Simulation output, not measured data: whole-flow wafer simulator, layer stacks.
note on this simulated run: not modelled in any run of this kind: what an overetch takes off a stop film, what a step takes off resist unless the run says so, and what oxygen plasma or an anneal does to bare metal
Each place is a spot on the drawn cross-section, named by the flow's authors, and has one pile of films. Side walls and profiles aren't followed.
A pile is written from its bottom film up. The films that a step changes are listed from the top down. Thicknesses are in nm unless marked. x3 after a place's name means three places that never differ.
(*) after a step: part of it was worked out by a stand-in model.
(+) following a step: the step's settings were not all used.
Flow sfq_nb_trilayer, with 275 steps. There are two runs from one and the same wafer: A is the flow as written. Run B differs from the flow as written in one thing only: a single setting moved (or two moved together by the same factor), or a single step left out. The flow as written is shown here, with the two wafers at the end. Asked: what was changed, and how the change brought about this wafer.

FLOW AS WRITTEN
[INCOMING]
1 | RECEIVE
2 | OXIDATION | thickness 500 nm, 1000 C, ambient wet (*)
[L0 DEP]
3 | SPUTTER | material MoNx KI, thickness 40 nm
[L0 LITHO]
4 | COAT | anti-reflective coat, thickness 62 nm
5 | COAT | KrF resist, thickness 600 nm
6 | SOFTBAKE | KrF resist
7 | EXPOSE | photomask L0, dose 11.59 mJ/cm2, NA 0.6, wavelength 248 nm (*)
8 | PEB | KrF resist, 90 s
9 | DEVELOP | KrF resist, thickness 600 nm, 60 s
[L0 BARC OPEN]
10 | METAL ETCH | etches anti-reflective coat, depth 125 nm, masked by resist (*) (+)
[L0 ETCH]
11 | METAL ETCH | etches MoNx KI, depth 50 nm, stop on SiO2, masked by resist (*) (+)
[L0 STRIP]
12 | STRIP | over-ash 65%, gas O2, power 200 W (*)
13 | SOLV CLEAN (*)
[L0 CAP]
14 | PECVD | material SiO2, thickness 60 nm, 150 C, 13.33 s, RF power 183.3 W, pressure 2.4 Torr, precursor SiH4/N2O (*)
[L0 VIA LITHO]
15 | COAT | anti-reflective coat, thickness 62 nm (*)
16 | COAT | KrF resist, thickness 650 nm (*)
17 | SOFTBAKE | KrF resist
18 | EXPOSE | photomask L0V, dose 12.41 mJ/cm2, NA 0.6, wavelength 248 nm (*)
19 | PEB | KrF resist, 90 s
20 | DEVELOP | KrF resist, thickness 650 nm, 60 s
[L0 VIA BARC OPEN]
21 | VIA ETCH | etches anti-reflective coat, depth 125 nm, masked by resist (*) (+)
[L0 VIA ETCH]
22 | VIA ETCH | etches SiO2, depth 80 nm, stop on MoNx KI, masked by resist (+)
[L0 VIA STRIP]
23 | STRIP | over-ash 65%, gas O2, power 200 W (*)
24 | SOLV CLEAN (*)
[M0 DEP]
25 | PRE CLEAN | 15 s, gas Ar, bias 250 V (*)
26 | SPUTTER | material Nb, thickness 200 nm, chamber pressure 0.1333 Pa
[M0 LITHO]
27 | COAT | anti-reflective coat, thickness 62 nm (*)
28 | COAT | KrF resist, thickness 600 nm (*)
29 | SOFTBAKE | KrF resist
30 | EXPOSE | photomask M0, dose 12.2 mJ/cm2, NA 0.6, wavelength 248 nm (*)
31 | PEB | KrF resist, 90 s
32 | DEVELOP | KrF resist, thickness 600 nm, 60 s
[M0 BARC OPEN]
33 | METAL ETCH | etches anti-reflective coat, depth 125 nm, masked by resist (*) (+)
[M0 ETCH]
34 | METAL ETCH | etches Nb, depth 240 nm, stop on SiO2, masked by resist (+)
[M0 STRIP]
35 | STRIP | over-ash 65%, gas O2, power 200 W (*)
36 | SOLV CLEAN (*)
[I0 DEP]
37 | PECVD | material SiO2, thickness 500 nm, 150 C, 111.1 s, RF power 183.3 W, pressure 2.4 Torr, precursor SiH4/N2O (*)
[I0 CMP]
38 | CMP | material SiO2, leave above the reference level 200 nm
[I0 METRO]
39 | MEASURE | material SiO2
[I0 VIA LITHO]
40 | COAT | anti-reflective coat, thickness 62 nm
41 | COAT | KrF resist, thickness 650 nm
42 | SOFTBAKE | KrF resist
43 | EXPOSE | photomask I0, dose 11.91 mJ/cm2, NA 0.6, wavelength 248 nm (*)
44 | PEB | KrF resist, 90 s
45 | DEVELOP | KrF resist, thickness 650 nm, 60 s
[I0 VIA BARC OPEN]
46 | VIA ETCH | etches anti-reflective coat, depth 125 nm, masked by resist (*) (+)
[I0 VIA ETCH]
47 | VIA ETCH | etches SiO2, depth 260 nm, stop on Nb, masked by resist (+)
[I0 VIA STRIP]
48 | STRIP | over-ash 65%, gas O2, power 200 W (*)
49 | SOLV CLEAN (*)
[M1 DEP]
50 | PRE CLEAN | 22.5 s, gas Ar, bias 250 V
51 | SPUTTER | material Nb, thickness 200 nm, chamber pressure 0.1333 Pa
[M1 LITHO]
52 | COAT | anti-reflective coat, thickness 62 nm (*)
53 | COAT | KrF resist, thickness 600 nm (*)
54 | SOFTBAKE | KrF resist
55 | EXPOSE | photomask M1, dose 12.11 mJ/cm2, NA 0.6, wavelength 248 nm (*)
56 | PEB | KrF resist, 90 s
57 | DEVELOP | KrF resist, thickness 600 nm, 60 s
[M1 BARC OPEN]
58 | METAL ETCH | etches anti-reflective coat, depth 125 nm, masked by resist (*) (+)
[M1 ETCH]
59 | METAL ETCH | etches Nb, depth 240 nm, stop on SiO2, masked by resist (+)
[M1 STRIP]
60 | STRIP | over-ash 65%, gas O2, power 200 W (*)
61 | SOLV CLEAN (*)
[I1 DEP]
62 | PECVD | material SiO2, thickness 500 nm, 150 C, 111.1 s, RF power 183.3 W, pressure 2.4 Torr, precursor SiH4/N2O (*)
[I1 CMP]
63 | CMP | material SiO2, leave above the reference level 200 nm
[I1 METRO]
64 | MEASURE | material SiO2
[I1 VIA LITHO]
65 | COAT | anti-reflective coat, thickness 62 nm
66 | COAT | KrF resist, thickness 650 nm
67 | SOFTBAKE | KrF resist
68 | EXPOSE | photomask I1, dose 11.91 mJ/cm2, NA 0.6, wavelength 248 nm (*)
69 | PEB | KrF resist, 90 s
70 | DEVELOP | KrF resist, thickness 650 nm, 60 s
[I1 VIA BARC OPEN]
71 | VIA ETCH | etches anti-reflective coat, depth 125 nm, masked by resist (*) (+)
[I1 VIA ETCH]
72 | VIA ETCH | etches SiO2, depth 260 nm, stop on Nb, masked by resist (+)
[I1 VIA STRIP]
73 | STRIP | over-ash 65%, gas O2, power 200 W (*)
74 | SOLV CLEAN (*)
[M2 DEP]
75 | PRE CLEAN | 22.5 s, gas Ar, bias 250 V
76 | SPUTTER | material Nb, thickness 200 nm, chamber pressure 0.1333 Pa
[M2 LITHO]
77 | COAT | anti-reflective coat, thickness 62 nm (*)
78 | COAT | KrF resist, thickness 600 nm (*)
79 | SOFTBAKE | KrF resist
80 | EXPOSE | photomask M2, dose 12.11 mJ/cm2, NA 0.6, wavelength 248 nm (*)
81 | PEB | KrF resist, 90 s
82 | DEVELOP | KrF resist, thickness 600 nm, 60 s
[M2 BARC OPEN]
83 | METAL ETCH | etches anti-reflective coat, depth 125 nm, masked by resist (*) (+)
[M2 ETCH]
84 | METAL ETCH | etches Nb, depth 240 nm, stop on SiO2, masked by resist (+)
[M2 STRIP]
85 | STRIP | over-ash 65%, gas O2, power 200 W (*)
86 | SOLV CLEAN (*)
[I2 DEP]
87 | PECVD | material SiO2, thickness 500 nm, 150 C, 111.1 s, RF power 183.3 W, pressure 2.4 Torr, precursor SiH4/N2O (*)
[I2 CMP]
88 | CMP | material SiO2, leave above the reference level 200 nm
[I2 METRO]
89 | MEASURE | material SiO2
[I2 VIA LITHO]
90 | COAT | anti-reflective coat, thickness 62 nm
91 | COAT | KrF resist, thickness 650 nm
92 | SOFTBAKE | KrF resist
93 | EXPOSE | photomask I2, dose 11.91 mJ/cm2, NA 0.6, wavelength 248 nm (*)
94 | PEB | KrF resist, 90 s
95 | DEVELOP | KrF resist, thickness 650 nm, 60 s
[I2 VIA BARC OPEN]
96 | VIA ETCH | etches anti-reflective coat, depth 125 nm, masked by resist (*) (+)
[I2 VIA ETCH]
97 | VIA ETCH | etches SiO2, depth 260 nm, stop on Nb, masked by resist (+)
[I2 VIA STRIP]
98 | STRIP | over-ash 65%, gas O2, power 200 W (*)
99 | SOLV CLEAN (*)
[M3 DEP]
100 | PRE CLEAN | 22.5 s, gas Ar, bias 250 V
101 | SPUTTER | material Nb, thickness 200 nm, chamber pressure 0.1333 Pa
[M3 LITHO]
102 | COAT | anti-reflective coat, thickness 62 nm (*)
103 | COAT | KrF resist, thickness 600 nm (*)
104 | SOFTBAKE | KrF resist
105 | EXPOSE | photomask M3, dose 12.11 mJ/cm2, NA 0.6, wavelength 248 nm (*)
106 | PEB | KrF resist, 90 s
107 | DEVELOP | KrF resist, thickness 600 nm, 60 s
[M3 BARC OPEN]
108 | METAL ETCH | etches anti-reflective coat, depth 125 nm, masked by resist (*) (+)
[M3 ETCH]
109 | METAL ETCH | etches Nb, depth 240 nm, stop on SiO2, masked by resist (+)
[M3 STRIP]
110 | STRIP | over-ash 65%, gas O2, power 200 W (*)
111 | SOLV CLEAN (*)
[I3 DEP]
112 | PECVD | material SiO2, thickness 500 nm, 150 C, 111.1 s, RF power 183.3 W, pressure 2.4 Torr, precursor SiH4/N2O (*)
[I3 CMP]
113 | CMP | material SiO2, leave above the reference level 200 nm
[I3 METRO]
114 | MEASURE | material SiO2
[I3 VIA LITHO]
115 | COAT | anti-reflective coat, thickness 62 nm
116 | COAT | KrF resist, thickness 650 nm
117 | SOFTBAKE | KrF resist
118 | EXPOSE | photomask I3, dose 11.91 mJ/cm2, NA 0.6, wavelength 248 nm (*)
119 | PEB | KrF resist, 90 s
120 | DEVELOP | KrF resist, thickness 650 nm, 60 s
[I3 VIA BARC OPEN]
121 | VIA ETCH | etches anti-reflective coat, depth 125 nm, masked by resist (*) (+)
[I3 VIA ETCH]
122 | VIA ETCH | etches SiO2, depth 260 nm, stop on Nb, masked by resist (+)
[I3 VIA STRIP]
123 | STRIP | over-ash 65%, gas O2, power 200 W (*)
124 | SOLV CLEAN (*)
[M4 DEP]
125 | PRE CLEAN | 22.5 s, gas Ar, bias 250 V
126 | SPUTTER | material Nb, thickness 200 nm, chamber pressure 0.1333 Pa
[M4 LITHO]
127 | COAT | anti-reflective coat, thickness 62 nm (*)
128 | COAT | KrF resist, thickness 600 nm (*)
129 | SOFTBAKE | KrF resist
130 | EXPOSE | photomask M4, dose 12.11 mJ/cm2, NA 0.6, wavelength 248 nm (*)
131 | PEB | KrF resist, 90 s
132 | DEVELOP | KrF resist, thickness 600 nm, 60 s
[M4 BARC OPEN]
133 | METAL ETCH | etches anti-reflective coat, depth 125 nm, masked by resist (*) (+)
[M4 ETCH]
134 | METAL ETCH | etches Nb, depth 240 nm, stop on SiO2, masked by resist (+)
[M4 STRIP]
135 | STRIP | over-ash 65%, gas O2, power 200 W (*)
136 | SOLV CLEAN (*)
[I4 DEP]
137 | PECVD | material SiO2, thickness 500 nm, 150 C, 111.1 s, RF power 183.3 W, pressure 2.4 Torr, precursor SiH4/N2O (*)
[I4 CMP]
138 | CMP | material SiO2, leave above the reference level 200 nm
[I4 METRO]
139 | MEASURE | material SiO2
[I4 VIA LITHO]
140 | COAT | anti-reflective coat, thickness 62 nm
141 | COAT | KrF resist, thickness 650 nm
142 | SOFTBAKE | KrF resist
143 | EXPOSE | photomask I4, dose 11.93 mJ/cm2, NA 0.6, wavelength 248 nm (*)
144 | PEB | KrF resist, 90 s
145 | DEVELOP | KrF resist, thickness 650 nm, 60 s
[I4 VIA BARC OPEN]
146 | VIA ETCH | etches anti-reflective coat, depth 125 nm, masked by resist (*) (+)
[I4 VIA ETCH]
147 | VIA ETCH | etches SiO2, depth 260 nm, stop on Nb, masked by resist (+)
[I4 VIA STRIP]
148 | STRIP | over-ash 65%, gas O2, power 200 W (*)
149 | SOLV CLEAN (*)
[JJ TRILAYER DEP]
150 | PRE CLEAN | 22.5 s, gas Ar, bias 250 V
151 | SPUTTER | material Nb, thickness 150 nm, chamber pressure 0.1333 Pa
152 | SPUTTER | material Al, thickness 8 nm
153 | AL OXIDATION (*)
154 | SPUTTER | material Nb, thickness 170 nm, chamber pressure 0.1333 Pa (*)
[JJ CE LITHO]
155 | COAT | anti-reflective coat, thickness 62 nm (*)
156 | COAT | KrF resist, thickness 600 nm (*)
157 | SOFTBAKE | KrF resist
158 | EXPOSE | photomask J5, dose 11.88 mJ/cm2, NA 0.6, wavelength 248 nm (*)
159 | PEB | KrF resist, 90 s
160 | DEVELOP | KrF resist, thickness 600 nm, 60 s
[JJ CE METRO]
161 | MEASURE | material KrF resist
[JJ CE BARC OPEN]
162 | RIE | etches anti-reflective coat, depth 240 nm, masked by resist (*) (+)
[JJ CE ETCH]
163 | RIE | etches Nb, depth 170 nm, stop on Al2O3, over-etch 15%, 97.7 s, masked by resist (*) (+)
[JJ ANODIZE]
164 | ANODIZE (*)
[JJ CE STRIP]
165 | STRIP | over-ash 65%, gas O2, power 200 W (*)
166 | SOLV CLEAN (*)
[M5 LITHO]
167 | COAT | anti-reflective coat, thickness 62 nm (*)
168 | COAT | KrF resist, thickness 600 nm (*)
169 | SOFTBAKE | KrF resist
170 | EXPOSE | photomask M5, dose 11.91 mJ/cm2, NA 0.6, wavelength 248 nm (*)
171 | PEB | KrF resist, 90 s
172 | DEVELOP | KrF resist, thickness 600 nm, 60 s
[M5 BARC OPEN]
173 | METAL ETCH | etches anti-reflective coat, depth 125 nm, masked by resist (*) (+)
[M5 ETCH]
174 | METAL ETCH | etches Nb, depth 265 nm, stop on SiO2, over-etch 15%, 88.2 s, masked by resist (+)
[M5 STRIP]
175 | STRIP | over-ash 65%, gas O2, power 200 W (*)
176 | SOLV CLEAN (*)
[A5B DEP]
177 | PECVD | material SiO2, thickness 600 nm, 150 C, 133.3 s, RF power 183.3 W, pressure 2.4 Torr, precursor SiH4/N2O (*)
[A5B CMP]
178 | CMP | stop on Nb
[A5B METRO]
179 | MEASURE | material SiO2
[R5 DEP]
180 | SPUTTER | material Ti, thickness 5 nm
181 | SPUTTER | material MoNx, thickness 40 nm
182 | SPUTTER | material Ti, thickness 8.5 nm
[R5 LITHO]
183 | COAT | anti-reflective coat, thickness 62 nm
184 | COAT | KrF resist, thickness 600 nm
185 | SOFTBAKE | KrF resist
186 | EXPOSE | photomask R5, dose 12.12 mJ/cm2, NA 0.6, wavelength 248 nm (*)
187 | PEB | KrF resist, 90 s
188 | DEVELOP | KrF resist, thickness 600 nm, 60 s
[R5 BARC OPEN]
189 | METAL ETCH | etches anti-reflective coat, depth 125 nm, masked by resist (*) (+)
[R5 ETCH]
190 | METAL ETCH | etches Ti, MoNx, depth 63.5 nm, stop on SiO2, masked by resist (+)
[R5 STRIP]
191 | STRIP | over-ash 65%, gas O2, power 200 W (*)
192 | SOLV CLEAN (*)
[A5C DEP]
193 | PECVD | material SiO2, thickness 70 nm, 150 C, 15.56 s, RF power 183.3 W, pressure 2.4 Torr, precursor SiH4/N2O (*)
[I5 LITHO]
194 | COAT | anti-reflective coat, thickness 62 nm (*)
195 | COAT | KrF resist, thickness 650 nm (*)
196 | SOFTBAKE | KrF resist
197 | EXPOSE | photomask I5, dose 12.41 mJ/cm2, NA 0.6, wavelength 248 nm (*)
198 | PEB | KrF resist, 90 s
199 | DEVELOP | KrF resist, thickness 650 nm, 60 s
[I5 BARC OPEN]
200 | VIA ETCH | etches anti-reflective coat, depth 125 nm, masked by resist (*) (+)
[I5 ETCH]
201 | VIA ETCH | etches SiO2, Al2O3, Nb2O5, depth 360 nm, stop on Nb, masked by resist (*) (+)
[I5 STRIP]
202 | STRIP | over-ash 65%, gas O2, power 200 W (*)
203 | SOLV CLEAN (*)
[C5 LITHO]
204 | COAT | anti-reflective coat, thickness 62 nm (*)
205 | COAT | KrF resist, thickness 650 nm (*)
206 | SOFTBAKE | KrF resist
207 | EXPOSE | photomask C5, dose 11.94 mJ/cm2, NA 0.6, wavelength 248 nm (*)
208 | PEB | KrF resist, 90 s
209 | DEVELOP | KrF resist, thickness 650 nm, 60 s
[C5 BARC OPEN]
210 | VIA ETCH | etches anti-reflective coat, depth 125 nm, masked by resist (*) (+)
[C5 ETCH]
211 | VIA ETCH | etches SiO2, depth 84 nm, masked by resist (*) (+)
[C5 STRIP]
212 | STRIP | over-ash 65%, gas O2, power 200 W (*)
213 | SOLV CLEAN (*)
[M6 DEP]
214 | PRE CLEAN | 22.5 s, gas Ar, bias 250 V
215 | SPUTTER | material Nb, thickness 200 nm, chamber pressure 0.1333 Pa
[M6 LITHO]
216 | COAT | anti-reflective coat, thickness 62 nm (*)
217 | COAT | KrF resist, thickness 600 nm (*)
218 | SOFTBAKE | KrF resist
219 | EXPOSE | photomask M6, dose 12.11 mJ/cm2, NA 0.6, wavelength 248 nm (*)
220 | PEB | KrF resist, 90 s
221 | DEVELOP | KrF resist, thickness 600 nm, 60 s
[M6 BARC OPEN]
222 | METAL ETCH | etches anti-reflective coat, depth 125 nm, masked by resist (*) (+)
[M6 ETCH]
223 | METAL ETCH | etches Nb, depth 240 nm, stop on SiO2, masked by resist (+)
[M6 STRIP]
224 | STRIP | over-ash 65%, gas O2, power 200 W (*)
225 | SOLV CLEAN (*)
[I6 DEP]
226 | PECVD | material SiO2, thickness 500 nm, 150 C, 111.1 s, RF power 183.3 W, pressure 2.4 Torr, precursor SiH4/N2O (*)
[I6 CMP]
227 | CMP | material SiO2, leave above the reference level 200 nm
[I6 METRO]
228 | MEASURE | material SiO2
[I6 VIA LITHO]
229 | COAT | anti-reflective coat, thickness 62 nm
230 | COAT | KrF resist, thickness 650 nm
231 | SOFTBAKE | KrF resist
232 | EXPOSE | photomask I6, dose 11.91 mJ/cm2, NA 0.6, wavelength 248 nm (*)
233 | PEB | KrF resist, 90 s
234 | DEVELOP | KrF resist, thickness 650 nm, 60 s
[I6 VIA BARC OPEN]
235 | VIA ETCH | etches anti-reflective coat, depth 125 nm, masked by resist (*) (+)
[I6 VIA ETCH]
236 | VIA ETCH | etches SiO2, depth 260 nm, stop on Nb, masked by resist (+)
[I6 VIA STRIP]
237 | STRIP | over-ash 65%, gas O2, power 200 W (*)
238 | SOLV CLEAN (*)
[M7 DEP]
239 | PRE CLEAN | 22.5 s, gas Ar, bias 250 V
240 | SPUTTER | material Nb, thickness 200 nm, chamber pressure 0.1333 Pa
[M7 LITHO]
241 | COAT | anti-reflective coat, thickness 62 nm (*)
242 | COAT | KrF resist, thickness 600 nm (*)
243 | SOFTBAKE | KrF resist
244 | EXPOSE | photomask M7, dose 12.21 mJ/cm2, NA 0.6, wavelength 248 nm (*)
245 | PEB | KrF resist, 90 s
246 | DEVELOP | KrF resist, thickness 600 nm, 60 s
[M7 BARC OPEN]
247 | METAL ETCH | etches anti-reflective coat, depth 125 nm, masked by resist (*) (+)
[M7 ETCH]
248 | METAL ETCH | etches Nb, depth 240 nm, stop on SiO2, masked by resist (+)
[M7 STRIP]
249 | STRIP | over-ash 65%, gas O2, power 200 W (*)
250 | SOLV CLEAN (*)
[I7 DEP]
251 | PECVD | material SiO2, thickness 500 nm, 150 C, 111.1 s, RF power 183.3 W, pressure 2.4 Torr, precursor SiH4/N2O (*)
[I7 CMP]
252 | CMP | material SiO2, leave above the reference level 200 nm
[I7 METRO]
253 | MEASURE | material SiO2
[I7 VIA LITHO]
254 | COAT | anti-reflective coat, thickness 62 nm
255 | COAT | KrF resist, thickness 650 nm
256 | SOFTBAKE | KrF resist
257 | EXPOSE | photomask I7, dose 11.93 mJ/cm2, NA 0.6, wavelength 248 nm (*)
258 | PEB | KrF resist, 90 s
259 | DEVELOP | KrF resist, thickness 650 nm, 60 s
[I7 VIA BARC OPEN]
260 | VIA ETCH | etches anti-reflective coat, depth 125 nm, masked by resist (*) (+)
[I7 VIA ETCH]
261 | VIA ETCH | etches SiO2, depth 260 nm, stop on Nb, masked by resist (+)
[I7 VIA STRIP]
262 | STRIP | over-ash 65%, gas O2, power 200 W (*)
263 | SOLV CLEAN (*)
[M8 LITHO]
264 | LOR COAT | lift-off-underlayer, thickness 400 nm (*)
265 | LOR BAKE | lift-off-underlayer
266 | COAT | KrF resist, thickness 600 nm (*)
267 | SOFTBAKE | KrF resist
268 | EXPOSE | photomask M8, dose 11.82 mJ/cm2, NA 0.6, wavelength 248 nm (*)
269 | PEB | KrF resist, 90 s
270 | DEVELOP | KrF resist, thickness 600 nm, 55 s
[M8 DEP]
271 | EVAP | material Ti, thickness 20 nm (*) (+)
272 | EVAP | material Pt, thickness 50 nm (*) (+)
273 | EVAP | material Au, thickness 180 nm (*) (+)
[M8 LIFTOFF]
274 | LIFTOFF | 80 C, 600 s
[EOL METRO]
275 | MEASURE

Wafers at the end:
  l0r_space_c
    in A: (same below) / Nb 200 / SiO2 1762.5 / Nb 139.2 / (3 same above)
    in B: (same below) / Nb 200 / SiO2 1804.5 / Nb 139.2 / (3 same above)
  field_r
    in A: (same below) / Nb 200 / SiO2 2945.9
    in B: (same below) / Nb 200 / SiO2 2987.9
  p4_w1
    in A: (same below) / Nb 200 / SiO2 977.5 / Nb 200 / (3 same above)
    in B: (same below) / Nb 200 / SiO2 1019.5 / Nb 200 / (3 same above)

What caused this: step 88, CMP: leave above the reference level 242 nm was run, though the flow has leave above the reference level 200 nm.

Step by step, how the change led to this:
  88 | CMP | material SiO2, leave above the reference level 200 nm
      field_l, be, be_sur and 81 more: A -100 SiO2 | B -58 SiO2
      v_sur, via_wl, via_w and 18 more: A -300 SiO2 | B -258 SiO2
      (also at 1 further place)
  97 | VIA ETCH | etches SiO2, depth 260 nm, stop on Nb, masked by resist (+)
      via_w: A -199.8 SiO2 (all of it) | B -241.8 SiO2 (all of it)
  101 | SPUTTER | material Nb, thickness 200 nm, chamber pressure 0.1333 Pa
      via_w: A +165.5 Nb | B +156.6 Nb
  102 | COAT | anti-reflective coat, thickness 62 nm (*)
      via_wl: A +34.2 anti-reflective coat (new film) | B +32.5 anti-reflective coat (new film)
      via_w: A +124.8 anti-reflective coat (new film) | B +133.8 anti-reflective coat (new film)
      (also at 1 further place)
  103 | COAT | KrF resist, thickness 600 nm (*)
      via_w: A +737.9 KrF resist (new film) | B +772.8 KrF resist (new film)
  110 | STRIP | over-ash 65%, gas O2, power 200 W (*)
      via_wl: A -384.2 KrF resist (all of it), -34.2 anti-reflective coat (all of it) | B -380.4 KrF resist (all of it), -32.5 anti-reflective coat (all of it)
      via_w: A -520 KrF resist (all of it), -124.8 anti-reflective coat (all of it) | B -554.8 KrF resist (all of it), -133.8 anti-reflective coat (all of it)
      (also at 1 further place)
  112 | PECVD | material SiO2, thickness 500 nm, 150 C, 111.1 s, RF power 183.3 W, pressure 2.4 Torr, precursor SiH4/N2O (*)
      via_w: A +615 SiO2 (new film) | B +666 SiO2 (new film)
